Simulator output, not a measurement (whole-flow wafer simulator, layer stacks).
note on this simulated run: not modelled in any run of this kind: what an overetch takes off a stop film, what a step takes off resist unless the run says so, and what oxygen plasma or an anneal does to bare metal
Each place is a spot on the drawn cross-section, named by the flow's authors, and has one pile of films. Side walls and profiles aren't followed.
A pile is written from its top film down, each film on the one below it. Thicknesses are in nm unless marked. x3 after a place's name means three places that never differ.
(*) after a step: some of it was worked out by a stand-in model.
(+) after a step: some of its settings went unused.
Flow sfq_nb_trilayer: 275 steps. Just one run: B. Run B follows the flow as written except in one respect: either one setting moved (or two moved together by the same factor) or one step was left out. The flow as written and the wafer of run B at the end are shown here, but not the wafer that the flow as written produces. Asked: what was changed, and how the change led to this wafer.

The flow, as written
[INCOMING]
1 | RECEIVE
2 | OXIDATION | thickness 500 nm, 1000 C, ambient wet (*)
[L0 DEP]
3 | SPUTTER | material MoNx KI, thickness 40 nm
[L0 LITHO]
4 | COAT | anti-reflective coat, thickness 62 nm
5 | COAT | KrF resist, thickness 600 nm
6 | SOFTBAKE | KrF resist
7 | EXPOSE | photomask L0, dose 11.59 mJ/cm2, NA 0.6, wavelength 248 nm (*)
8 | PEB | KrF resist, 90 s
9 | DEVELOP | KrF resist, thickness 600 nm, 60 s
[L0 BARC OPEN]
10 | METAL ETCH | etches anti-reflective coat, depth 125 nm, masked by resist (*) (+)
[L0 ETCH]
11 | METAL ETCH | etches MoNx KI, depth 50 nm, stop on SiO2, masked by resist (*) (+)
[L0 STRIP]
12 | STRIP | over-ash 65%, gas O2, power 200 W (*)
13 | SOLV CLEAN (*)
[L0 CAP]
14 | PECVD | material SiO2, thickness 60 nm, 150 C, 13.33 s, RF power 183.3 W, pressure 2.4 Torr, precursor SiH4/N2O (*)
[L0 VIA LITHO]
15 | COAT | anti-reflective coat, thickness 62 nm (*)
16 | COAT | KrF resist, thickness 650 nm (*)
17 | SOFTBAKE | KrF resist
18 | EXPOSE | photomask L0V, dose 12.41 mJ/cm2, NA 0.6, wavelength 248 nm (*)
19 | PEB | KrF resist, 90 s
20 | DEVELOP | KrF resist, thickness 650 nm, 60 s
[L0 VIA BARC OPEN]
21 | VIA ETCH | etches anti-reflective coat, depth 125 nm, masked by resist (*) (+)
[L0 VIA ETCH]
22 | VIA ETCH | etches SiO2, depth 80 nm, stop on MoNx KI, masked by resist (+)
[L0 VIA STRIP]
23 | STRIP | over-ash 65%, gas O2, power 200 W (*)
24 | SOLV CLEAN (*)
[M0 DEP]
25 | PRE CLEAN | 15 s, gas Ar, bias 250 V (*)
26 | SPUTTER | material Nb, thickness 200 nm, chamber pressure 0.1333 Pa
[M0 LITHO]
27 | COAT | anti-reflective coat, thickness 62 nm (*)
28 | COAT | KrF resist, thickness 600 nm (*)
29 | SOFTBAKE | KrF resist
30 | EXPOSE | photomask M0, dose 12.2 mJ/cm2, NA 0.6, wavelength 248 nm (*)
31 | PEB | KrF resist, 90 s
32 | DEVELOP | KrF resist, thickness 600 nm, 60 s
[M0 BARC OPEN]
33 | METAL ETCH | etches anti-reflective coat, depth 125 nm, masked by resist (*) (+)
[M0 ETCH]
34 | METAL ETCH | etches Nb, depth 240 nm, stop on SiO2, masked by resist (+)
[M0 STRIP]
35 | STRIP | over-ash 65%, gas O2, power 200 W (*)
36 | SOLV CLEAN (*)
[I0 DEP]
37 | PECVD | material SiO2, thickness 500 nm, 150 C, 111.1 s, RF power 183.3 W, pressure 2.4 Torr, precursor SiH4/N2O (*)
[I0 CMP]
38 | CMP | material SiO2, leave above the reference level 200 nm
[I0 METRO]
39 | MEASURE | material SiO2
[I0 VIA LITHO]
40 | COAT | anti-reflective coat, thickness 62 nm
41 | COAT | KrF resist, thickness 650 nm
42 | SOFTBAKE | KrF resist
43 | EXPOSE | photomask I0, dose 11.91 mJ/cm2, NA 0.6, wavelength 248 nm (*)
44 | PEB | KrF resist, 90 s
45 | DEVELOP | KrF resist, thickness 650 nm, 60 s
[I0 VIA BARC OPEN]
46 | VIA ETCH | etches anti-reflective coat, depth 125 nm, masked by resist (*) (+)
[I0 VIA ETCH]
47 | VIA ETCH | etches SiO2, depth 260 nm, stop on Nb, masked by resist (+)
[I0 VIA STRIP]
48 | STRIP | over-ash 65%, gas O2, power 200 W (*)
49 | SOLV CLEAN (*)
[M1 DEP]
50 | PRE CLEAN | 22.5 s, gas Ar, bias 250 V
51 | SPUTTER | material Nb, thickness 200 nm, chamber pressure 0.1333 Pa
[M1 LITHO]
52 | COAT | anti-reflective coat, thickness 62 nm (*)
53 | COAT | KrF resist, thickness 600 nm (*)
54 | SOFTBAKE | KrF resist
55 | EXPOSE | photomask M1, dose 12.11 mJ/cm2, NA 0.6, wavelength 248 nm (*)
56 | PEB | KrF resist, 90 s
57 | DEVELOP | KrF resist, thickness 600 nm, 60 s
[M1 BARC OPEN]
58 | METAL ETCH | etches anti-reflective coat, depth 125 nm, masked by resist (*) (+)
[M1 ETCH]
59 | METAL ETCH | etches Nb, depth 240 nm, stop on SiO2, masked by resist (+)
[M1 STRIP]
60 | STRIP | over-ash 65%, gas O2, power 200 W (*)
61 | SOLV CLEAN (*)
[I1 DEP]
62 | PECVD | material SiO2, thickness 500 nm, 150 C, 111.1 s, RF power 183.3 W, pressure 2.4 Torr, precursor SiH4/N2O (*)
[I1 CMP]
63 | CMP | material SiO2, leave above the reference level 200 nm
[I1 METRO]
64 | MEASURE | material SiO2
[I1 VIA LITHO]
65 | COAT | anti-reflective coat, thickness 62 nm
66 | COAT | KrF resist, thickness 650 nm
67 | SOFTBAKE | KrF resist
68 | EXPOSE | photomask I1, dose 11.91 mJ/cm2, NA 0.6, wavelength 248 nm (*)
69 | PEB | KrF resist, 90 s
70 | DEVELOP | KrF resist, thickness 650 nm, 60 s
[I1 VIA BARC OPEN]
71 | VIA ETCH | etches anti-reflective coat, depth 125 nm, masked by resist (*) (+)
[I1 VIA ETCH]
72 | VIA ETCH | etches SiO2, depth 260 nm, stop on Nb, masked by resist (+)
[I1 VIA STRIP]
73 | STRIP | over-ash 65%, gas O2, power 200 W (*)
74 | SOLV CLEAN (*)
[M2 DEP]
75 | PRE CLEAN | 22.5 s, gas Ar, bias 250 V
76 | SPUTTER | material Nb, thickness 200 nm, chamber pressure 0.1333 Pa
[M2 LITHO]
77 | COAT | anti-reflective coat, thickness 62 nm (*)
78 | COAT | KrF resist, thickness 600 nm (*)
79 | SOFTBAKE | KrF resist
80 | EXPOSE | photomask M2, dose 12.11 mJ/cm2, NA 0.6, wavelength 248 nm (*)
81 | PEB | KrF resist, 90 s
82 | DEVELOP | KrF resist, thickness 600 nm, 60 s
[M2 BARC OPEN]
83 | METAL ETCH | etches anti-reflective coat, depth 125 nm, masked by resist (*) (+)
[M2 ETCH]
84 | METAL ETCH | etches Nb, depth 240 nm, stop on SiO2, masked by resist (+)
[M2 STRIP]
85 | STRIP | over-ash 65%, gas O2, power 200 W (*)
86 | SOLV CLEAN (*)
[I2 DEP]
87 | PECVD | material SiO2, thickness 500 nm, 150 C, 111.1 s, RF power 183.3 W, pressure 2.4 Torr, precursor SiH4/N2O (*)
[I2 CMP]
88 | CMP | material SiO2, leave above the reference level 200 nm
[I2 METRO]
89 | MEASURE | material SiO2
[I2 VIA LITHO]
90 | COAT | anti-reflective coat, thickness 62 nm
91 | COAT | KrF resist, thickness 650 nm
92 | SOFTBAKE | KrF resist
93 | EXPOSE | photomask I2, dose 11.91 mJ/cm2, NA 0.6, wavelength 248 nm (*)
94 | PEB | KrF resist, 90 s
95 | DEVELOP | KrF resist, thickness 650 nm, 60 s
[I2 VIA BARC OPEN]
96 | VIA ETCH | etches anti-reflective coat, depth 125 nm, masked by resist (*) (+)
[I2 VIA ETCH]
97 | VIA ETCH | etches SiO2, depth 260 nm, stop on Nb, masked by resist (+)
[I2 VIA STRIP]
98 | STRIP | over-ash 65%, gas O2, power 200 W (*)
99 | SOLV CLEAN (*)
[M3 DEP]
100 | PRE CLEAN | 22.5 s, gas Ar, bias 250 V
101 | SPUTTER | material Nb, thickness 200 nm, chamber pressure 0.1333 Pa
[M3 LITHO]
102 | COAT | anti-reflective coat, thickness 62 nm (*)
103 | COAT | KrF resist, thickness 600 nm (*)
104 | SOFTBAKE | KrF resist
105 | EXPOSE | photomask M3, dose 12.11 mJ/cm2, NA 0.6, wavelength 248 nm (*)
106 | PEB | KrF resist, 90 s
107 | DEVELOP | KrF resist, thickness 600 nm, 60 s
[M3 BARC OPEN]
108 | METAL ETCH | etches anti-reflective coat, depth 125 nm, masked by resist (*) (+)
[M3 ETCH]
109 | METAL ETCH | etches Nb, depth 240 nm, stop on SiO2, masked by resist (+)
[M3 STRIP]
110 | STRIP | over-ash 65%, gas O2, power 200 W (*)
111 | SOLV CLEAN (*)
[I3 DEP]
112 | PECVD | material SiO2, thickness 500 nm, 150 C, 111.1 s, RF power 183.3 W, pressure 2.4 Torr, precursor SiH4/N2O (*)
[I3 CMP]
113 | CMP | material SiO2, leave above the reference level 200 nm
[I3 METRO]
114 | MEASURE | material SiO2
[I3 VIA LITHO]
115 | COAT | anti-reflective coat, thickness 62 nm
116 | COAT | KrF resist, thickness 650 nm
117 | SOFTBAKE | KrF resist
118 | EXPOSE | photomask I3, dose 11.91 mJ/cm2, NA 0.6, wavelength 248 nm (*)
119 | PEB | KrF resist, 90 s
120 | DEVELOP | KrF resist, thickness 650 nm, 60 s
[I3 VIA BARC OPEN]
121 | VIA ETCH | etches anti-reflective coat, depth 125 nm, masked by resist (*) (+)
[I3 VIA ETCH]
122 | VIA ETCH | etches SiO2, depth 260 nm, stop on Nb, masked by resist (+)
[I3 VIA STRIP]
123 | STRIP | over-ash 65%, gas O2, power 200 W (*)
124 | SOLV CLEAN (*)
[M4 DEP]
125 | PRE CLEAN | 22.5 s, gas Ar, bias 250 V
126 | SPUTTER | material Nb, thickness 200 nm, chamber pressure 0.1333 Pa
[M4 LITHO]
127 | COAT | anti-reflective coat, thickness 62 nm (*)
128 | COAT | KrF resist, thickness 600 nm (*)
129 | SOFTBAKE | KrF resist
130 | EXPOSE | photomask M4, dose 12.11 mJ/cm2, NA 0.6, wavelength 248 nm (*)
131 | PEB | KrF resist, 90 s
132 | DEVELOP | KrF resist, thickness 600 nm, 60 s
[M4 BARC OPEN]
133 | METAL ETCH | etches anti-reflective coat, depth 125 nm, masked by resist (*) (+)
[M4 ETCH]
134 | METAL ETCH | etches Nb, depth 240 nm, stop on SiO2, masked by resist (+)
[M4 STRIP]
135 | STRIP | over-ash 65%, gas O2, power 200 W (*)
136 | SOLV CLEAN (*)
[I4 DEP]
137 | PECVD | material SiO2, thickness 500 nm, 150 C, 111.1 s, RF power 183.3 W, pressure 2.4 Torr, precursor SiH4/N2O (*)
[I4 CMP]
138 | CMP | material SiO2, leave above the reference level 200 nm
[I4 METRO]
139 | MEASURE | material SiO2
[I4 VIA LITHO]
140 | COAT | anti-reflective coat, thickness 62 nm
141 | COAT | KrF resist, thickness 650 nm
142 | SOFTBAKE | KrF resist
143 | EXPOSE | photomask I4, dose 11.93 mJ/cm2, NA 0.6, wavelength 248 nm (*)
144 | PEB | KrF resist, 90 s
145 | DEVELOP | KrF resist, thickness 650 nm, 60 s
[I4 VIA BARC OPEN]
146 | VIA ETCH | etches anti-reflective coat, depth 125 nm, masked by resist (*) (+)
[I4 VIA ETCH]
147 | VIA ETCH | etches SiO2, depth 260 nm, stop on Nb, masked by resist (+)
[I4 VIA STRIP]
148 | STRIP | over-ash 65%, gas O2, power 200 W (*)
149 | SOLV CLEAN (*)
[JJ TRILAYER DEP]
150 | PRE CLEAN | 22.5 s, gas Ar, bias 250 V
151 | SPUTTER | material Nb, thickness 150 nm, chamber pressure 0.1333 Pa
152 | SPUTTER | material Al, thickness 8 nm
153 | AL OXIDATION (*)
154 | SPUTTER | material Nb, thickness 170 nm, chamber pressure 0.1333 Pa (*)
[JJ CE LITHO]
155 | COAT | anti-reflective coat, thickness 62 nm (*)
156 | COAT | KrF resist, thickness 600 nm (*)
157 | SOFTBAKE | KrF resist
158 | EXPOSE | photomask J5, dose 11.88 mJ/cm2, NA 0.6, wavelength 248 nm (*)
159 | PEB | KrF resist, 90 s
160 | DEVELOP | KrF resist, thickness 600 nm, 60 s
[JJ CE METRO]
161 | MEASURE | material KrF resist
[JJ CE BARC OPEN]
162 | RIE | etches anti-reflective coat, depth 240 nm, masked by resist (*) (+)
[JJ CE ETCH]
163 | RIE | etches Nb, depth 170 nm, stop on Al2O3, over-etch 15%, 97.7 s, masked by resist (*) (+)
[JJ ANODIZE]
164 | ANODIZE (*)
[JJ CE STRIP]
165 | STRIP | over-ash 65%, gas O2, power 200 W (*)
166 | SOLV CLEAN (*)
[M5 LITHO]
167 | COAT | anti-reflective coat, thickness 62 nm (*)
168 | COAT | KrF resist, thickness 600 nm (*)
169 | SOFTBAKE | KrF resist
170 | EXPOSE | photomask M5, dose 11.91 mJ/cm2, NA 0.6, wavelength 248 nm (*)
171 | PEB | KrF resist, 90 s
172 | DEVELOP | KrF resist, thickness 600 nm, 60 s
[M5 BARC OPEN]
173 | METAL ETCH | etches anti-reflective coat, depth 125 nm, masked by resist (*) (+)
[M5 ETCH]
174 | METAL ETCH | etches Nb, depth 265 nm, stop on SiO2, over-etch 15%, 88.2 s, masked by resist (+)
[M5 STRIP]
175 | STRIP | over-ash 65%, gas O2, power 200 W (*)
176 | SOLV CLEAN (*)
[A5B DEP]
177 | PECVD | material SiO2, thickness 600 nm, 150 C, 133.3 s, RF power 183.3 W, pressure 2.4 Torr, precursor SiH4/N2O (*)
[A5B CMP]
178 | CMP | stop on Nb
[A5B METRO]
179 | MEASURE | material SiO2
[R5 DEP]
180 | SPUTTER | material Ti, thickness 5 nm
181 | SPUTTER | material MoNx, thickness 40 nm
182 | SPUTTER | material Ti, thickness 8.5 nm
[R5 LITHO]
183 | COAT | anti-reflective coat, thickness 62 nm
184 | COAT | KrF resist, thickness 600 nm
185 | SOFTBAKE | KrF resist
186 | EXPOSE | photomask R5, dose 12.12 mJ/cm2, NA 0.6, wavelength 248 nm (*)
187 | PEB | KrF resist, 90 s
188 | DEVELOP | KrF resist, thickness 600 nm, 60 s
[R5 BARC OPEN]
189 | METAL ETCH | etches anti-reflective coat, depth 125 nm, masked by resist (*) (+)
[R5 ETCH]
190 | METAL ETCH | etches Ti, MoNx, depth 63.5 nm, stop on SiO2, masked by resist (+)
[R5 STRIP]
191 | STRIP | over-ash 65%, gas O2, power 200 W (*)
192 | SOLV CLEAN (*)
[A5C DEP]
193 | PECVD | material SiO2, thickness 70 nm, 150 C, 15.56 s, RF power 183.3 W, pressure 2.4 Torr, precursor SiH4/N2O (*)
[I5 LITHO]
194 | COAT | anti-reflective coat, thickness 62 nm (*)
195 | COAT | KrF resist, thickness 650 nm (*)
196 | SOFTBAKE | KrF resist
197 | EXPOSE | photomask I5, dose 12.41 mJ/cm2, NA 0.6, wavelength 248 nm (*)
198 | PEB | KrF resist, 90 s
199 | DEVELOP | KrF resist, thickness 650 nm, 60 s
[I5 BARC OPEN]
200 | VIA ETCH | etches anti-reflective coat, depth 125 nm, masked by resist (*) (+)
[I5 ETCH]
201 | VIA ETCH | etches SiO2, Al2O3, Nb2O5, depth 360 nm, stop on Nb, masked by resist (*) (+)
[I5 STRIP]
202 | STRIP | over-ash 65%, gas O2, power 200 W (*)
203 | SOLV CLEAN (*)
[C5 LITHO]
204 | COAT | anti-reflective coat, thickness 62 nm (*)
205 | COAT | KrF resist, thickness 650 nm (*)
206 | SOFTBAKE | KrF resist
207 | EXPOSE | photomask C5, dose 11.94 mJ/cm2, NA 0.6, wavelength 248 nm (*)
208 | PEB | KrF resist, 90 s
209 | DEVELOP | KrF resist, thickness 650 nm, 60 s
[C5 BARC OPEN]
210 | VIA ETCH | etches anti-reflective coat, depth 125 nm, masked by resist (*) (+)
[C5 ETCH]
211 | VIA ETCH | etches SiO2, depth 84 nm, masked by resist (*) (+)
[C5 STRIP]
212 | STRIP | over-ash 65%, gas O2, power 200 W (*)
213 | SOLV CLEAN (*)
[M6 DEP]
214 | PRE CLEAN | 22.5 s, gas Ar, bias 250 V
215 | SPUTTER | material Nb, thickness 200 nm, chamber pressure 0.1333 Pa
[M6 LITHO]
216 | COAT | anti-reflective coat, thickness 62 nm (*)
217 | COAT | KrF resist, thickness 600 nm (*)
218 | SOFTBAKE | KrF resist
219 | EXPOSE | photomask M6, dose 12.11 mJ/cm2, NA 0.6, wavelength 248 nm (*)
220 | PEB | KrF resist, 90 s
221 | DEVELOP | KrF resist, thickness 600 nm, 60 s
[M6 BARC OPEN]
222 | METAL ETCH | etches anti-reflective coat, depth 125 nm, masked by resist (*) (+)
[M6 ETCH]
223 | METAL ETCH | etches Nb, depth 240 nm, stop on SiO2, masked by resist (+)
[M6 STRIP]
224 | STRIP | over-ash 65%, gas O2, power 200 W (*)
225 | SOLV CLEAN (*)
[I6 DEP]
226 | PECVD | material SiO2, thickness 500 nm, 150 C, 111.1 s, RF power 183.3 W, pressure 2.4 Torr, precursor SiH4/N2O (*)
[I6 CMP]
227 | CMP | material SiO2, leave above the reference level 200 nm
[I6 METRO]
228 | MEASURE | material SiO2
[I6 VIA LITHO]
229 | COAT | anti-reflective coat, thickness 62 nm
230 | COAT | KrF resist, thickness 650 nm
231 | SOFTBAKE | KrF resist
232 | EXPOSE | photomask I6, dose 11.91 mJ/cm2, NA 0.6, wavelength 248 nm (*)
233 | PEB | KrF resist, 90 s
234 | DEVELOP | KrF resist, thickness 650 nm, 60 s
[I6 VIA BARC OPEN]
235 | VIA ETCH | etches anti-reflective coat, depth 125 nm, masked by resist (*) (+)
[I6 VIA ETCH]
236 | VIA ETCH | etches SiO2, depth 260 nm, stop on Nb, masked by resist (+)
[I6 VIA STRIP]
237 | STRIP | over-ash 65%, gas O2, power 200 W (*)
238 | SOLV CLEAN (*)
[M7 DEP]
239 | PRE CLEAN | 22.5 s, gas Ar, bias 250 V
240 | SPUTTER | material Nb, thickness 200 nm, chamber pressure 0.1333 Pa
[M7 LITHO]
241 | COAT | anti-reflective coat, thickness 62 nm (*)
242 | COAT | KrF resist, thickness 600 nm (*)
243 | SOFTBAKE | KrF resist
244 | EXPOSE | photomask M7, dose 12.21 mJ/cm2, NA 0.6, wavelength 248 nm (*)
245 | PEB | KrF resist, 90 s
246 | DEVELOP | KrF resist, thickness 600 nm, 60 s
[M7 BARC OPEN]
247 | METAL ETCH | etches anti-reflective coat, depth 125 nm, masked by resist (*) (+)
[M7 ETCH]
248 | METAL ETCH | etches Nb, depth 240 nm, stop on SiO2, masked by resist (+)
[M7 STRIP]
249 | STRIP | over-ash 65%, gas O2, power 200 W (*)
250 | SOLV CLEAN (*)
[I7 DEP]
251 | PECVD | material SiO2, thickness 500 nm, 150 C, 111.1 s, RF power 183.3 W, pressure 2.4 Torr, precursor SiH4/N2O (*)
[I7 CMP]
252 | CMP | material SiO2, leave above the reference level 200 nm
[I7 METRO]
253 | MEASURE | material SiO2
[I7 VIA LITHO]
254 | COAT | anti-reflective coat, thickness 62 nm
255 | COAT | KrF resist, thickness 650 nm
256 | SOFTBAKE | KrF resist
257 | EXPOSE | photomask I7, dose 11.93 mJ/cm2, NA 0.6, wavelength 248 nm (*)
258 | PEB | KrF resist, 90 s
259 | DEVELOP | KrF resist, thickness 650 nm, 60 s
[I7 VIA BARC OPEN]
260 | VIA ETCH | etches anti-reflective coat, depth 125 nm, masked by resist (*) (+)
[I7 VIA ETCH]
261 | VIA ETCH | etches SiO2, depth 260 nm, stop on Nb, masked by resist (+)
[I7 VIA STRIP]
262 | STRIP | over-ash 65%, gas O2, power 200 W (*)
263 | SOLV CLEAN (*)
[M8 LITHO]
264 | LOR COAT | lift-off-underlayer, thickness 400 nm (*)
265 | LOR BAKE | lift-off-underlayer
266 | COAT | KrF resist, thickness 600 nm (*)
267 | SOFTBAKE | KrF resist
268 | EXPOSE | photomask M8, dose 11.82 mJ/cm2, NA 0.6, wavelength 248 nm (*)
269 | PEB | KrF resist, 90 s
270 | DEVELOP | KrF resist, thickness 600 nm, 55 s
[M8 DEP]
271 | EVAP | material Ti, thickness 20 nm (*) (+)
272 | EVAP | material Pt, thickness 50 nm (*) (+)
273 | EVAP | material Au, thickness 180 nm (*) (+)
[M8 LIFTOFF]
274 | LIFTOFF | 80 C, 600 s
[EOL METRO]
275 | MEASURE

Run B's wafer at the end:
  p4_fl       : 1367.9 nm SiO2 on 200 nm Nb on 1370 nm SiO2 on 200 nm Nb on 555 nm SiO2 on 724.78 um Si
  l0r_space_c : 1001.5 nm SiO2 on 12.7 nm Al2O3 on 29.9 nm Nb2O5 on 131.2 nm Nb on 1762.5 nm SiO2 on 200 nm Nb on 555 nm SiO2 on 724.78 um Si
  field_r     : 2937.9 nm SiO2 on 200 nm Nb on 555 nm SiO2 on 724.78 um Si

The reason: step 151, SPUTTER: thickness 142 nm was run, though the flow has thickness 150 nm.

Step by step, how the change led to this:
  151 | SPUTTER | material Nb, thickness 150 nm, chamber pressure 0.1333 Pa
      field_l, v_sur, via_sp and 100 more: Nb gains 142 (new film) (it would be, as written: Nb gains 150 (new film))
      via_wl, via_w, via_wr: Nb gains 123.4 (it would be, as written: Nb gains 130.4)
  167 | COAT | anti-reflective coat, thickness 62 nm (*)
      ce_l: anti-reflective coat gains 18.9 (new film) (it would be, as written: anti-reflective coat gains 19.6 (new film))
      ce_r: anti-reflective coat gains 18.9 (new film) (it would be, as written: anti-reflective coat gains 19.7 (new film))
  174 | METAL ETCH | etches Nb, depth 265 nm, stop on SiO2, over-etch 15%, 88.2 s, masked by resist (+)
      field_l, r_sur, res and 50 more: Al2O3 loses 12.6 (all of it), Nb2O5 loses 29.9 (all of it), Nb loses 131.2 (all of it), SiO2 loses 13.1 (it would be, as written: Al2O3 loses 12.6 (all of it), Nb2O5 loses 29.9 (all of it), Nb loses 139.2 (all of it), SiO2 loses 12.3)
  175 | STRIP | over-ash 65%, gas O2, power 200 W (*)
      ce_l: KrF resist loses 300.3 (all of it), anti-reflective coat loses 18.9 (all of it) (it would be, as written: KrF resist loses 299.6 (all of it), anti-reflective coat loses 19.6 (all of it))
      ce_r: KrF resist loses 300.5 (all of it), anti-reflective coat loses 18.9 (all of it) (it would be, as written: KrF resist loses 299.9 (all of it), anti-reflective coat loses 19.7 (all of it))
  178 | CMP | stop on Nb
      field_l, p4_fl, p4_fm and 39 more: SiO2 loses 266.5 (it would be, as written: SiO2 loses 259.3)
      r_sur, res, r_end, moat, field_r, lsp_l: SiO2 loses 259.7 (it would be, as written: SiO2 loses 252.3)
      (and at 5 other places as well)
